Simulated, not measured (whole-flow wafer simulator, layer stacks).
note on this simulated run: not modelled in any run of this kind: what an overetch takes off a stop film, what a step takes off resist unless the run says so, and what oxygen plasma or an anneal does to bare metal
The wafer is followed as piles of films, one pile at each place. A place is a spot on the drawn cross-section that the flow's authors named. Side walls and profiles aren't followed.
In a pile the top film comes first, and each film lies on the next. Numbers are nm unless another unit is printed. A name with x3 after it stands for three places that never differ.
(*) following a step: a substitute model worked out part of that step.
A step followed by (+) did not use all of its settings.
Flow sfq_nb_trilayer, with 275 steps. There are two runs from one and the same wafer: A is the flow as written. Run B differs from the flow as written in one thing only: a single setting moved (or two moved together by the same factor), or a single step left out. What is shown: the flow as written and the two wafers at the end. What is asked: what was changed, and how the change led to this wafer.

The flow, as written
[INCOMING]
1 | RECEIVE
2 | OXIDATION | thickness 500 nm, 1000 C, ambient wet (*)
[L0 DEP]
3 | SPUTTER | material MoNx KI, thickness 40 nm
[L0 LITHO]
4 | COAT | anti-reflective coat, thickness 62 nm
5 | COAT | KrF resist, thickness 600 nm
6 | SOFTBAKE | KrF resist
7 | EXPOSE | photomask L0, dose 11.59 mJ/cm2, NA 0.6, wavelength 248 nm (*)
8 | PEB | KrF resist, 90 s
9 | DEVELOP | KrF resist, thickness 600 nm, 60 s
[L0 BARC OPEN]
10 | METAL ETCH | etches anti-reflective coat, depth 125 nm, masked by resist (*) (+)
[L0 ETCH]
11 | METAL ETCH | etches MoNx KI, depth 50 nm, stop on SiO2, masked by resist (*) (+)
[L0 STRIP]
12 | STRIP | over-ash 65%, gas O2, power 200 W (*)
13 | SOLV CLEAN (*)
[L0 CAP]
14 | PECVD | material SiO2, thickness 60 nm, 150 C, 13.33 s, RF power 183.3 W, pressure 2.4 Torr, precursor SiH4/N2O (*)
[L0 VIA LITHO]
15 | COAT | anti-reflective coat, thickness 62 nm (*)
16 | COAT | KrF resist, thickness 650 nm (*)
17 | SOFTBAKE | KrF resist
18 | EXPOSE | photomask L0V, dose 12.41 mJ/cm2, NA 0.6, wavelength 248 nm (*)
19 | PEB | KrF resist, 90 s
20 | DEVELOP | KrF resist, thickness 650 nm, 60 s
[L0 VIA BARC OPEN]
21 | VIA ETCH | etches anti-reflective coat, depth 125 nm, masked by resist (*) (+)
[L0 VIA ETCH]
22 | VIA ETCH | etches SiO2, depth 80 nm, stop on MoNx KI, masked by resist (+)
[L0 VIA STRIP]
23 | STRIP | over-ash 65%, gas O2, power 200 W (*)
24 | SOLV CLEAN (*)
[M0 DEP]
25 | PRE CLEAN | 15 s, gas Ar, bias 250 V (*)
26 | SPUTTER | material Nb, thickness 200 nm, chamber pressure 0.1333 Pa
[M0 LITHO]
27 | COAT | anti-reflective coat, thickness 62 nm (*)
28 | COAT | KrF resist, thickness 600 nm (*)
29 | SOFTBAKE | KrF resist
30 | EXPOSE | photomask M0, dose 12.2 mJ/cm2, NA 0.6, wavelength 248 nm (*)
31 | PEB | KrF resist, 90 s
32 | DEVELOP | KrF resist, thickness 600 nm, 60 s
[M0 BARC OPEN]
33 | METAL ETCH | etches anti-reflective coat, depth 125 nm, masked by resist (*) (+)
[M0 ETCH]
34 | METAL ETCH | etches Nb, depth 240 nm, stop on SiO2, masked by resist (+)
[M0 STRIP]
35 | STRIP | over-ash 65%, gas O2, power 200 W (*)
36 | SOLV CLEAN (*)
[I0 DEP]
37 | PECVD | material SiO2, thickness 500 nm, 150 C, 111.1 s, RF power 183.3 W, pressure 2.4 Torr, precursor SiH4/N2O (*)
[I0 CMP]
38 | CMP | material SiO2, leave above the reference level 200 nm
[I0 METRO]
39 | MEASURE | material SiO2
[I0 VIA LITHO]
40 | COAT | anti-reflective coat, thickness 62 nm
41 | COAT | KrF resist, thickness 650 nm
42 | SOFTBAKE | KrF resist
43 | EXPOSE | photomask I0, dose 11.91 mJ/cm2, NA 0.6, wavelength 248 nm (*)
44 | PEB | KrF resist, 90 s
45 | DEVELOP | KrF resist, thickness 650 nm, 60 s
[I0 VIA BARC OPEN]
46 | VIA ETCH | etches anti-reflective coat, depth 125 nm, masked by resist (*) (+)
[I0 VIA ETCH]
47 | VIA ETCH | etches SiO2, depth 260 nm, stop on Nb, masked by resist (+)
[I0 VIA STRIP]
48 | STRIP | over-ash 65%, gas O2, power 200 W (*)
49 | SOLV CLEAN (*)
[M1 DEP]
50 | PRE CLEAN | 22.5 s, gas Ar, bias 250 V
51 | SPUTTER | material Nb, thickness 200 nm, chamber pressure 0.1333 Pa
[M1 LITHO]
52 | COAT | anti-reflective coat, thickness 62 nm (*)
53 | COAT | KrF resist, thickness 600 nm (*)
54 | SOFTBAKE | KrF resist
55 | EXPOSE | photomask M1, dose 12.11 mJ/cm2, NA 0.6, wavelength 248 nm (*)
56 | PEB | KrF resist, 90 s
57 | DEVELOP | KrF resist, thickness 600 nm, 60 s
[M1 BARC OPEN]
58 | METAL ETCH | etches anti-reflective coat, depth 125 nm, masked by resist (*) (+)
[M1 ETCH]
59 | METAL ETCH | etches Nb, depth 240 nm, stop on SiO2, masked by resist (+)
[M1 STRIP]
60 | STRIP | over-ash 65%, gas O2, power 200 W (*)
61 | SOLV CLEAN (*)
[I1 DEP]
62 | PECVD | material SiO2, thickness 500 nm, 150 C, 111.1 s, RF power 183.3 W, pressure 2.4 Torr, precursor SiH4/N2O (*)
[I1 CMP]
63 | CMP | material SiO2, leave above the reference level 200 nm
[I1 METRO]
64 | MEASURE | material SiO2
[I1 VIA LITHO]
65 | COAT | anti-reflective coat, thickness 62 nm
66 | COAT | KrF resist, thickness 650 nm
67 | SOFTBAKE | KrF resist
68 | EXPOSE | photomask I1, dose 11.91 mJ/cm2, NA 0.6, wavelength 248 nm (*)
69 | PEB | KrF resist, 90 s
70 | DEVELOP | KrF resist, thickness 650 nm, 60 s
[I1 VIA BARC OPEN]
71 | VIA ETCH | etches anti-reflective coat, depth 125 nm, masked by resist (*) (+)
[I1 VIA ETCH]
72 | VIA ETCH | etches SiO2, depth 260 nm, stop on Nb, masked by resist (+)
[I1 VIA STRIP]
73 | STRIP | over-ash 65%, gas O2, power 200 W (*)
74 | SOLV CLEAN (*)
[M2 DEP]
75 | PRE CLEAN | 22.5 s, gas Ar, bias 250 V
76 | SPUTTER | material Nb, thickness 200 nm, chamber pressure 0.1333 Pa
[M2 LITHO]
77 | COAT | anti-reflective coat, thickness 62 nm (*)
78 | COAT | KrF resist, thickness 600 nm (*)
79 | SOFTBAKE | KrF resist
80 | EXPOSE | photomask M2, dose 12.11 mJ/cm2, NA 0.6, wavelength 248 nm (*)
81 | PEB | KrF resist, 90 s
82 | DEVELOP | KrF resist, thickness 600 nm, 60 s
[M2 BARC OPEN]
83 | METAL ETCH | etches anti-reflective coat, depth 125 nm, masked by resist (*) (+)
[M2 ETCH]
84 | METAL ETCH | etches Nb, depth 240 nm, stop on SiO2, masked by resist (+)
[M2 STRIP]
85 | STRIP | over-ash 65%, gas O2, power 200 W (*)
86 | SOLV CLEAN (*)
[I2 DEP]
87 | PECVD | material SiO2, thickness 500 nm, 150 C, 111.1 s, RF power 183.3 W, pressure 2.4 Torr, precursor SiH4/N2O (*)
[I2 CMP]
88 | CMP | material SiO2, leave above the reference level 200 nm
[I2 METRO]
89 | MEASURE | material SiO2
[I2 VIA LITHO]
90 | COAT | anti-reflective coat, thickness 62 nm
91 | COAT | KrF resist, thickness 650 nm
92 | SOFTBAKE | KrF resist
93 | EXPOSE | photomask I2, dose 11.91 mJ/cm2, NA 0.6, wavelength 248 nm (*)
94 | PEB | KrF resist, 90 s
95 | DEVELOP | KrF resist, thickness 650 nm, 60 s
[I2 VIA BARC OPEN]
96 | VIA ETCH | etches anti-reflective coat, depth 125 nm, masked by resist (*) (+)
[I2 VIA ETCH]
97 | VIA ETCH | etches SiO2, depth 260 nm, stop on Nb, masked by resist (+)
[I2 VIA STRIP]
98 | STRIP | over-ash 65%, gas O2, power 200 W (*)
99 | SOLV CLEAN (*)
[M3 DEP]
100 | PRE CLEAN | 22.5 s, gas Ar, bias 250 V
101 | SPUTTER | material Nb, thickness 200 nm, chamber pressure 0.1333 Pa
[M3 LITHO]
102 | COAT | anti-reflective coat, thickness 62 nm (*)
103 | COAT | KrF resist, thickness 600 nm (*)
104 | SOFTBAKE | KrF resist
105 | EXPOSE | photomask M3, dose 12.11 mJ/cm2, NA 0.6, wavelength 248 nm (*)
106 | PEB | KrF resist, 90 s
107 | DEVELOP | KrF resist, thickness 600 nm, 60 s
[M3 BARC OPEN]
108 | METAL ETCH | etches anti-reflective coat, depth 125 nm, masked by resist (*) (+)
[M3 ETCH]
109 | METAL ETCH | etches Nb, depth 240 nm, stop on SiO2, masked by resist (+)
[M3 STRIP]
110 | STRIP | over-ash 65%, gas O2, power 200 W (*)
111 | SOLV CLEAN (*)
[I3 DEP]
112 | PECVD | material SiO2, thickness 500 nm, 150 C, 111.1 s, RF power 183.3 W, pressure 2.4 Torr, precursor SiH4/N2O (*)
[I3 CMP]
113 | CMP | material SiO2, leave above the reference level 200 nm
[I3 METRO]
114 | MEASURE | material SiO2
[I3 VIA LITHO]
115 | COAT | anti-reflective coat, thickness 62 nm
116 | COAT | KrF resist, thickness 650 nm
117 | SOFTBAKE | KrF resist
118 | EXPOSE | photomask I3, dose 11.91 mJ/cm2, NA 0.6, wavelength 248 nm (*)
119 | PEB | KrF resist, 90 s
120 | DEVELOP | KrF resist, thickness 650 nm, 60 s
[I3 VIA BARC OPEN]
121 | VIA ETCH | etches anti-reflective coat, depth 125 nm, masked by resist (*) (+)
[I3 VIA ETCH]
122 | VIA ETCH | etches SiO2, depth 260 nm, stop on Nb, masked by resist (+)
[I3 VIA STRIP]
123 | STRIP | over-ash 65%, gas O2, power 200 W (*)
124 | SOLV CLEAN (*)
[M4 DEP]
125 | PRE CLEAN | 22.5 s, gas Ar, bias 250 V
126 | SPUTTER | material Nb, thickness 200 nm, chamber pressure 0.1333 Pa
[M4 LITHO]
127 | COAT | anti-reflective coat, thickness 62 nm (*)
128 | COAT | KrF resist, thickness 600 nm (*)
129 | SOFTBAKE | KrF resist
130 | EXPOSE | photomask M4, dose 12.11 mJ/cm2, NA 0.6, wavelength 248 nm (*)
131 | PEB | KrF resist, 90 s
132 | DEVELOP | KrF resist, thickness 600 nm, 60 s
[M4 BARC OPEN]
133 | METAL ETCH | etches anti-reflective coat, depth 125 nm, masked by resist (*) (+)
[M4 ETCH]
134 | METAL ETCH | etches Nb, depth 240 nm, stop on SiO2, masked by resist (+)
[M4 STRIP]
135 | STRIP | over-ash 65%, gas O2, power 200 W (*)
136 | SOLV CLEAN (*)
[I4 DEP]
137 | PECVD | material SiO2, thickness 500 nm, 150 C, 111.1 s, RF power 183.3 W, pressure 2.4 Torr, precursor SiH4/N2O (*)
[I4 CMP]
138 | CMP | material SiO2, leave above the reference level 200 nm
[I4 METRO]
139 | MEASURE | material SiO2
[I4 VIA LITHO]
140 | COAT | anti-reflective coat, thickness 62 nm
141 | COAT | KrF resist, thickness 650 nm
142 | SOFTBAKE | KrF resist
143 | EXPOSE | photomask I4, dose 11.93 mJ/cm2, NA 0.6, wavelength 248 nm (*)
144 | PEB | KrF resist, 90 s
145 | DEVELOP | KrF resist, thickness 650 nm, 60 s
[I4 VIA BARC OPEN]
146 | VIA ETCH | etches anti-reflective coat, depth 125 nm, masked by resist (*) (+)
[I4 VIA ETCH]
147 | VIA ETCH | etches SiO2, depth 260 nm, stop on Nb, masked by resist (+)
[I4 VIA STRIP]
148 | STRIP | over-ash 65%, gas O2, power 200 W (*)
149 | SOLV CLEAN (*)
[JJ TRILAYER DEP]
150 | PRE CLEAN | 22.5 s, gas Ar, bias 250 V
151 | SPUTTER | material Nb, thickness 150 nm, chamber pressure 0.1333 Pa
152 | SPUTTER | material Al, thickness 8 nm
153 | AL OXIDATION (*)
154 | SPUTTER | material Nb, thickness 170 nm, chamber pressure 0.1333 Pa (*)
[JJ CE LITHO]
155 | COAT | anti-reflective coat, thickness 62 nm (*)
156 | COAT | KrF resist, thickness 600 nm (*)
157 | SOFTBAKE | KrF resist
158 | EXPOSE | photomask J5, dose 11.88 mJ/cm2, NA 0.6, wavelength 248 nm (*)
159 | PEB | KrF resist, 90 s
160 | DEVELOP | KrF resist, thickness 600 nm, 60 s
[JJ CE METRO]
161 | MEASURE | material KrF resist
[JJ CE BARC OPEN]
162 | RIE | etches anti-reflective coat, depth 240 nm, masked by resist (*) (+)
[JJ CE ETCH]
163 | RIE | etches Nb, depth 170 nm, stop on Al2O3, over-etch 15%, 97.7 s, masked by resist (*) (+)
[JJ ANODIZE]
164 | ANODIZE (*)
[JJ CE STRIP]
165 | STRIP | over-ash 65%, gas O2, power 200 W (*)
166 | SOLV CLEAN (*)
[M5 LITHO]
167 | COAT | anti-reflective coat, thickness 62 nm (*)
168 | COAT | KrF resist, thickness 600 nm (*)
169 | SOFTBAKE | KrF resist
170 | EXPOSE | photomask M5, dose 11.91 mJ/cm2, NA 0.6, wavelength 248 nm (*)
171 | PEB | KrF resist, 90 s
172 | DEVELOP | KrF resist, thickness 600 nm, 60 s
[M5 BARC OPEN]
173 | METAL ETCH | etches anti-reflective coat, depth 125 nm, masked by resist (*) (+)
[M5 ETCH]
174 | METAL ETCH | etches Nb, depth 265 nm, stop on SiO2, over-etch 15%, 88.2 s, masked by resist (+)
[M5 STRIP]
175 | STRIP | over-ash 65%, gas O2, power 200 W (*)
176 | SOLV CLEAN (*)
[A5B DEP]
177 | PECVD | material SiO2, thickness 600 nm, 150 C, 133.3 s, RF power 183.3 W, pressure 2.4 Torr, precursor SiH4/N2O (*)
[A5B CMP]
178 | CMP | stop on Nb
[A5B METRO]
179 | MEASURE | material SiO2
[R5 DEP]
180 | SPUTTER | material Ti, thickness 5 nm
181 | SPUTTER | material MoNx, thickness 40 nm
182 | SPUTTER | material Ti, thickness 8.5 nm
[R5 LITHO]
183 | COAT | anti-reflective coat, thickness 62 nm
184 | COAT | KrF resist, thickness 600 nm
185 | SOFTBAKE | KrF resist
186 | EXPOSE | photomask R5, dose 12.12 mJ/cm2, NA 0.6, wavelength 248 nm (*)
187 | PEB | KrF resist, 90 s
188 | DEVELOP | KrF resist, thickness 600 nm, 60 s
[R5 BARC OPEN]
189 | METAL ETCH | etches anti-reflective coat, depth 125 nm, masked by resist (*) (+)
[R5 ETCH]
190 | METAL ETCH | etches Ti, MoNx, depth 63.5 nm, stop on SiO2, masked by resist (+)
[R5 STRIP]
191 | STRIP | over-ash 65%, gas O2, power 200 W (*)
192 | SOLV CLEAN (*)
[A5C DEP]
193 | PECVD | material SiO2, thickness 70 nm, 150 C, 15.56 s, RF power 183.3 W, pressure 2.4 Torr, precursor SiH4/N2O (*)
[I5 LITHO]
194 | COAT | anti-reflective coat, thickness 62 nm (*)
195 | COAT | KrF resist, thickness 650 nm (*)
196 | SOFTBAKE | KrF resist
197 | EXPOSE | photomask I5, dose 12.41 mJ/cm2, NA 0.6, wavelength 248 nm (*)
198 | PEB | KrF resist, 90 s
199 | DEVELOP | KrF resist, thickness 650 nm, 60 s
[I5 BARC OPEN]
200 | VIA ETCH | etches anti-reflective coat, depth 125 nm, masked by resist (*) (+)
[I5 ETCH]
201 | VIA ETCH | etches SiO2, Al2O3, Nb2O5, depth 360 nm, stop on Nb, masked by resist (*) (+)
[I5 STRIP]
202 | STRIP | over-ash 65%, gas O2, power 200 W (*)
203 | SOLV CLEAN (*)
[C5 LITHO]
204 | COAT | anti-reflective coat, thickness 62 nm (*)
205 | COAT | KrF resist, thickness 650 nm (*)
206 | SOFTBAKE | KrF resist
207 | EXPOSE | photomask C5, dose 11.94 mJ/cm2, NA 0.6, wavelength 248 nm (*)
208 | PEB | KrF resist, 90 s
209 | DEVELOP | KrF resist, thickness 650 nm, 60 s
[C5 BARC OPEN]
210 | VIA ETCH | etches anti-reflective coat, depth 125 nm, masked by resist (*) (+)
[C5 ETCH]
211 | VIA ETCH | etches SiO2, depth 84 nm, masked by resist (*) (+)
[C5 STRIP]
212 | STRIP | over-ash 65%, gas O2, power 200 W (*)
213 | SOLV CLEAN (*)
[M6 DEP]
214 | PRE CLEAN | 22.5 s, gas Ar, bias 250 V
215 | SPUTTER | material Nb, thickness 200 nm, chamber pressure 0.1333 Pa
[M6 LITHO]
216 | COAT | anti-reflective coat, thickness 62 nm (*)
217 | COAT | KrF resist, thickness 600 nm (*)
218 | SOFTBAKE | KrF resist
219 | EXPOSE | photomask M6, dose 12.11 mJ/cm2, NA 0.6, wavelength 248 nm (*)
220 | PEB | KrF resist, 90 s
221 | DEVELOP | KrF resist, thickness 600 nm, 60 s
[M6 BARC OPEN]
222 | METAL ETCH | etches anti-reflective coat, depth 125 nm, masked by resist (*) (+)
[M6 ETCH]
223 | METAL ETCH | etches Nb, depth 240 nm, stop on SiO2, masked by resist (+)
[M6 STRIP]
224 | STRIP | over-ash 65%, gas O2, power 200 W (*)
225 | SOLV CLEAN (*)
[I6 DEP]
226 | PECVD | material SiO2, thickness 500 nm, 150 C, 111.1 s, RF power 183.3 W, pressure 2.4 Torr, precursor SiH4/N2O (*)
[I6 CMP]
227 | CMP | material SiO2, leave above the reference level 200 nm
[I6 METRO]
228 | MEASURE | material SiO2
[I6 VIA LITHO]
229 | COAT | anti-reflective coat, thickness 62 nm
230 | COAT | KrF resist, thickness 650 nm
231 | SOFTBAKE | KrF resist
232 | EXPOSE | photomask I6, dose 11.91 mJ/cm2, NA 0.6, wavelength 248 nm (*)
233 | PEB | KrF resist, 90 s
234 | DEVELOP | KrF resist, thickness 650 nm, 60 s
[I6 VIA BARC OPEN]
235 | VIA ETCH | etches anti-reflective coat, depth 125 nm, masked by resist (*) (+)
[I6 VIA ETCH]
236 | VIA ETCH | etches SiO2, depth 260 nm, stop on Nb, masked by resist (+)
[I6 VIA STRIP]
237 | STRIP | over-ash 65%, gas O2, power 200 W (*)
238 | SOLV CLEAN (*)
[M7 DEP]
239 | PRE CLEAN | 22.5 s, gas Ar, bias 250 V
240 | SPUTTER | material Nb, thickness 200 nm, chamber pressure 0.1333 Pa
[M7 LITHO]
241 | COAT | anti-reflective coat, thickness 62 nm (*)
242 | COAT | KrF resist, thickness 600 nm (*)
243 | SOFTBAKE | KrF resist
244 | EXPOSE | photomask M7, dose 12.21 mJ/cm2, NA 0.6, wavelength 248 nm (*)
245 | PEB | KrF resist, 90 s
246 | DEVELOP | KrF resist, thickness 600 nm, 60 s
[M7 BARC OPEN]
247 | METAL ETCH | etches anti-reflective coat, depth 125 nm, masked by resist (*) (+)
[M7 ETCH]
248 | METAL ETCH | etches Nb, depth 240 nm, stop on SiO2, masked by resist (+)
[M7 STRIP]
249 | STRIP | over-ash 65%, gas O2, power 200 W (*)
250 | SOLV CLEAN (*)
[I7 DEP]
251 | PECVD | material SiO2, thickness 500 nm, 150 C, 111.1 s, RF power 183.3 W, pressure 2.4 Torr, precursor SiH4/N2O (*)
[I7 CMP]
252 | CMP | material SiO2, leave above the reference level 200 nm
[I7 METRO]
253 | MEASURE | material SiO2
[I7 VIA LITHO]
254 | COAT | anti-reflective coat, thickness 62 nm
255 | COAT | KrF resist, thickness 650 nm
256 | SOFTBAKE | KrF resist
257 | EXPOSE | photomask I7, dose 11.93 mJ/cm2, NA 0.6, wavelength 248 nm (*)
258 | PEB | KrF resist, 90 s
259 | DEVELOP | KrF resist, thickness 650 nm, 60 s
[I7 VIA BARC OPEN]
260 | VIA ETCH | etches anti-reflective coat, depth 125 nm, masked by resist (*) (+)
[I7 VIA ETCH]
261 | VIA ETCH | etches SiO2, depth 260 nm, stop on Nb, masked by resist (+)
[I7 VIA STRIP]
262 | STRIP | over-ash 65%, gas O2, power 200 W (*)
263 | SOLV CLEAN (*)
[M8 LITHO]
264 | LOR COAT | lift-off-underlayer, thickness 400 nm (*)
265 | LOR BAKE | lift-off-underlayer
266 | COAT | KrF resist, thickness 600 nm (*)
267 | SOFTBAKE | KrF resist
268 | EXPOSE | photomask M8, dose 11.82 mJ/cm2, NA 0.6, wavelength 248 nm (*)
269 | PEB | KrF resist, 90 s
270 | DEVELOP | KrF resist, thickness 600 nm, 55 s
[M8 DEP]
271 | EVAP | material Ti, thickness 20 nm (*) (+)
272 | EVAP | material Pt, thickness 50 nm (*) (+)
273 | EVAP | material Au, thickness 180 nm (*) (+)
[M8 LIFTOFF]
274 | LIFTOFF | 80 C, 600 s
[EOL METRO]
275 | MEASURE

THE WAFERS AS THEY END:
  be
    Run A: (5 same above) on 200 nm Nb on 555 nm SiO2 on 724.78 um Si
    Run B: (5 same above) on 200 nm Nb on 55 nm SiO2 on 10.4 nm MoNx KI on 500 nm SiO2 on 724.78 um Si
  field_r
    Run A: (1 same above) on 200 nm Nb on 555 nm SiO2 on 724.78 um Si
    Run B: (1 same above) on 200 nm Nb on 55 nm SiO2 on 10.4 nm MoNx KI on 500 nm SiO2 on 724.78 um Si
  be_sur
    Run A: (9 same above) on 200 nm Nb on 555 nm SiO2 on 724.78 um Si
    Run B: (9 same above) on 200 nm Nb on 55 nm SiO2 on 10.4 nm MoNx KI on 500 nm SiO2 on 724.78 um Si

What caused this: step 3, SPUTTER: thickness 60.4 nm was run, though the flow has thickness 40 nm.

How this came from the change, step by step:
  3 | SPUTTER | material MoNx KI, thickness 40 nm
      field_l, v_sur, via_wl and 103 more: A +40 MoNx KI (new film) | B +60.4 MoNx KI (new film)
  11 | METAL ETCH | etches MoNx KI, depth 50 nm, stop on SiO2, masked by resist (*) (+)
      v_sur, via_wl, via_w and 97 more: A -40 MoNx KI (all of it) | B -50 MoNx KI
  14 | PECVD | material SiO2, thickness 60 nm, 150 C, 13.33 s, RF power 183.3 W, pressure 2.4 Torr, precursor SiH4/N2O (*)
      v_sur, via_wl, via_w and 97 more: A +60 SiO2 | B +60 SiO2 (new film)
  15 | COAT | anti-reflective coat, thickness 62 nm (*)
      field_l: A +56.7 anti-reflective coat (new film) | B +55.5 anti-reflective coat (new film)
      v_sur: A +72.2 anti-reflective coat (new film) | B +74.9 anti-reflective coat (new film)
      (as well as at 2 more places)
  23 | STRIP | over-ash 65%, gas O2, power 200 W (*)
      field_l: A -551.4 KrF resist (all of it), -56.7 anti-reflective coat (all of it) | B -549.3 KrF resist (all of it), -55.5 anti-reflective coat (all of it)
      v_sur: A -570.5 KrF resist (all of it), -72.2 anti-reflective coat (all of it) | B -573.1 KrF resist (all of it), -74.9 anti-reflective coat (all of it)
      (as well as at 2 more places)
  27 | COAT | anti-reflective coat, thickness 62 nm (*)
      v_sur: A +72.3 anti-reflective coat (new film) | B +75.1 anti-reflective coat (new film)
      l0_sur: A +47.5 anti-reflective coat (new film) | B +46.5 anti-reflective coat (new film)
      (as well as at 1 more place)
  35 | STRIP | over-ash 65%, gas O2, power 200 W (*)
      v_sur: A -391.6 KrF resist (all of it), -72.3 anti-reflective coat (all of it) | B -393.9 KrF resist (all of it), -75.1 anti-reflective coat (all of it)
      l0_sur: A -372 KrF resist (all of it), -47.5 anti-reflective coat (all of it) | B -369.2 KrF resist (all of it), -46.5 anti-reflective coat (all of it)
      (as well as at 1 more place)
  38 | CMP | material SiO2, leave above the reference level 200 nm
      field_l, l0_sur, l0r_line_l, l0r_line_c, l0r_line_r: A -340 SiO2 | B -350 SiO2
      l0v: A -277.8 SiO2 | B -287.8 SiO2
If metal films that touch count as one body, be has 4 bodies (between them, from the top down: SiO2 503.2; SiO2 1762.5; SiO2 55); the flow as written gives 3 bodies (between them, from the top down: SiO2 503.2; SiO2 1762.5).
If metal films that touch count as one body, field_r has 2 bodies (between them, from the top down: SiO2 55); the flow as written gives 1 body.
If metal films that touch count as one body, be_sur has 5 bodies (between them, from the top down: SiO2 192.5; SiO2 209 / Al2O3 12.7 / Nb2O5 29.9; SiO2 1762.5; SiO2 55); the flow as written gives 4 bodies (between them, from the top down: SiO2 192.5; SiO2 209 / Al2O3 12.7 / Nb2O5 29.9; SiO2 1762.5).
